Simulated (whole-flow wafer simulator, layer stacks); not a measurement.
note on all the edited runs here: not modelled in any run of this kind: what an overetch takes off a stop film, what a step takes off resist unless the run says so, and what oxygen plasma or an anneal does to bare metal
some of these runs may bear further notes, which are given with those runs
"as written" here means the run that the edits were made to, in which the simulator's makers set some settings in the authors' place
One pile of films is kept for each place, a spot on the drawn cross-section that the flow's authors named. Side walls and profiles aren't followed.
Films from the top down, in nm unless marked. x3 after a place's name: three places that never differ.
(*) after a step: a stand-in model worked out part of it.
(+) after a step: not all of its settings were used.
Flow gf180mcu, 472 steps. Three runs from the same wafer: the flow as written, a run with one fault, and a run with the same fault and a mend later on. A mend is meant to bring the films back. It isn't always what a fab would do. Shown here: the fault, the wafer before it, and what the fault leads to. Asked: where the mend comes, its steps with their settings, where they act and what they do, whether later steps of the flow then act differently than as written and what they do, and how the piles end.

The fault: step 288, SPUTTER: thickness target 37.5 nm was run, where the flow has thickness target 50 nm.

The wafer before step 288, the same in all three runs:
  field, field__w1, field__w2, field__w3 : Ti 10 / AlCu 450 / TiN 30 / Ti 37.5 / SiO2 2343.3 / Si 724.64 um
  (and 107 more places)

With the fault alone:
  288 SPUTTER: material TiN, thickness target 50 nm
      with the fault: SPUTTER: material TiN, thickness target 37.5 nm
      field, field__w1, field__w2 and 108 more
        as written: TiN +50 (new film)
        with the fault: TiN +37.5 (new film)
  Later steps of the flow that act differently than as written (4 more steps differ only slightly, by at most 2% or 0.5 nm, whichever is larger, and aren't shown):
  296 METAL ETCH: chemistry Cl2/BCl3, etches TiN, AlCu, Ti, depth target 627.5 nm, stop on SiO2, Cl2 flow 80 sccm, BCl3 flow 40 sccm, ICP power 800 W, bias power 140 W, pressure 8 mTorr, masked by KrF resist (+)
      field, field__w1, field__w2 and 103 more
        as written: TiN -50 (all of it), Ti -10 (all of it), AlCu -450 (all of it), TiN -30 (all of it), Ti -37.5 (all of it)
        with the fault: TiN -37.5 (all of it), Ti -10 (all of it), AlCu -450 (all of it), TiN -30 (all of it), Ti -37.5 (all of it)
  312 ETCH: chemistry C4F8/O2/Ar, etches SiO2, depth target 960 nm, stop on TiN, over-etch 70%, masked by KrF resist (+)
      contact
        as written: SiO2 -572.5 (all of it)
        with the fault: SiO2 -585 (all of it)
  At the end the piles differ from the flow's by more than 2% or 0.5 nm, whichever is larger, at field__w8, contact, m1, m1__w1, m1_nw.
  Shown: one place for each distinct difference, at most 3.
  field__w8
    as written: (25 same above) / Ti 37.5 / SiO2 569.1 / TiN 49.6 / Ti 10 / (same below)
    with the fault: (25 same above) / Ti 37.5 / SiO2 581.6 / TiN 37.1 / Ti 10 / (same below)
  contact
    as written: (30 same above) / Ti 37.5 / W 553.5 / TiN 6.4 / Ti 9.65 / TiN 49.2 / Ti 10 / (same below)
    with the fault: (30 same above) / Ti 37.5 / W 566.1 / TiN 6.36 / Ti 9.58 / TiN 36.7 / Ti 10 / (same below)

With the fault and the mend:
  The mend comes after step 295.
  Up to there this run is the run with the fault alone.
  295a STRIP: chemistry O2/N2, power 2160 W, pressure 1700 mTorr (*)
      field__w8, contact, m1, m1__w1, m1_nw
        KrF resist -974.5 (all of it)
  295b SPUTTER: material TiN, thickness target 12.5 nm (the flow's step 288 once more, with other settings)
      field, field__w1, field__w2 and 108 more
        TiN +12.5
  295c HMDS: 120 C, 60 s (the flow's step 290 once more)
      changes no film at any place that is followed
  295d COAT: KrF resist, thickness 1000 nm (the flow's step 291 once more)
      field, field__w1, field__w2 and 108 more
        KrF resist +1000 (new film)
  295e SOFTBAKE: KrF resist (the flow's step 292 once more)
      changes no film at any place that is followed
  295f EXPOSE: photomask Metal2 (the flow's step 293 once more)
      changes no film at any place that is followed
  295g PEB: KrF resist, 135 C, 90 s (the flow's step 294 once more)
      field, field__w1, field__w2 and 108 more
        KrF resist -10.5
  295h DEVELOP: thickness 1000 nm, 60 s (the flow's step 295 once more)
      field, field__w1, field__w2 and 103 more
        KrF resist -989.5 (all of it)
      field__w8, contact, m1, m1__w1, m1_nw
        KrF resist -14.9
  No later step of the flow acts differently than as written at any place that is followed.
  At the end the piles are the same as the flow's at every place that both follow.
